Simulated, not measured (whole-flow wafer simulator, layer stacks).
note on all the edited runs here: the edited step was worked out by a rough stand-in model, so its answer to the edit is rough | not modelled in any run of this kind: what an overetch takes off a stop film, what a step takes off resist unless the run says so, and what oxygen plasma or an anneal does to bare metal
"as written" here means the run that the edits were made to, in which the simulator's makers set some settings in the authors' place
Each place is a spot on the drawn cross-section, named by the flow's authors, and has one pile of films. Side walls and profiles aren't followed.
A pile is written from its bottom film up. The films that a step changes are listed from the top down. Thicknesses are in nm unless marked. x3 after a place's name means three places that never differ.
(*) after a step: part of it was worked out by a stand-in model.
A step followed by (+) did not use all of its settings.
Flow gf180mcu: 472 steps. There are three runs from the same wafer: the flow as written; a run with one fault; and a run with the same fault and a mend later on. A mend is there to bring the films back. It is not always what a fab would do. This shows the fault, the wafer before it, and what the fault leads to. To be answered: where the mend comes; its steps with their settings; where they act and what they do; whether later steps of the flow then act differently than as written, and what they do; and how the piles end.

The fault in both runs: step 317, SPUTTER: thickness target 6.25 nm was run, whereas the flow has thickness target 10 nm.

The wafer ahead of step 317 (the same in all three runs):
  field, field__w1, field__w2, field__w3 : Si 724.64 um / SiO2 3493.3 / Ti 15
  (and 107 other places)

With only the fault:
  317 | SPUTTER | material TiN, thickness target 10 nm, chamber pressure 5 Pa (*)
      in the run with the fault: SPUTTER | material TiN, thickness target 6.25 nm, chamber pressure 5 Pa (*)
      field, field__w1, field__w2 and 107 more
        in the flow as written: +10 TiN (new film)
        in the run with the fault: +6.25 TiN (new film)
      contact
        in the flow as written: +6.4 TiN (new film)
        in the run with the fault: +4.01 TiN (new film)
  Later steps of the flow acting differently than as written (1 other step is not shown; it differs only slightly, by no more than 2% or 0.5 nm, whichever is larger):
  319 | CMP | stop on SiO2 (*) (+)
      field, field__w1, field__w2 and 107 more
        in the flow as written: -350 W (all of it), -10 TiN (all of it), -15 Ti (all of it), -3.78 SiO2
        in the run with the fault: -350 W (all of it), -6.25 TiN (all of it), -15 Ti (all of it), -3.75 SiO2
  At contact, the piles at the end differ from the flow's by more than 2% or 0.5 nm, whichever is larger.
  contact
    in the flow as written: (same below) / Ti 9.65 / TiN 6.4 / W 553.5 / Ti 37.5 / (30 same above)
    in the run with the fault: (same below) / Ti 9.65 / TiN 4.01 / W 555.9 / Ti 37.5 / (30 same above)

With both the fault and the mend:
  After step 317 comes the mend.
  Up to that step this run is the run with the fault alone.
  317a | SPUTTER | material TiN, thickness target 3.75 nm, chamber pressure 5 Pa (*) (the flow's step 317, run once more with other settings)
      field, field__w1, field__w2 and 107 more
        +3.75 TiN
      contact
        +2.4 TiN
  Later steps of the flow that are run all act as written at every place that is followed.
  At every place that both follow, the piles at the end match the flow's.
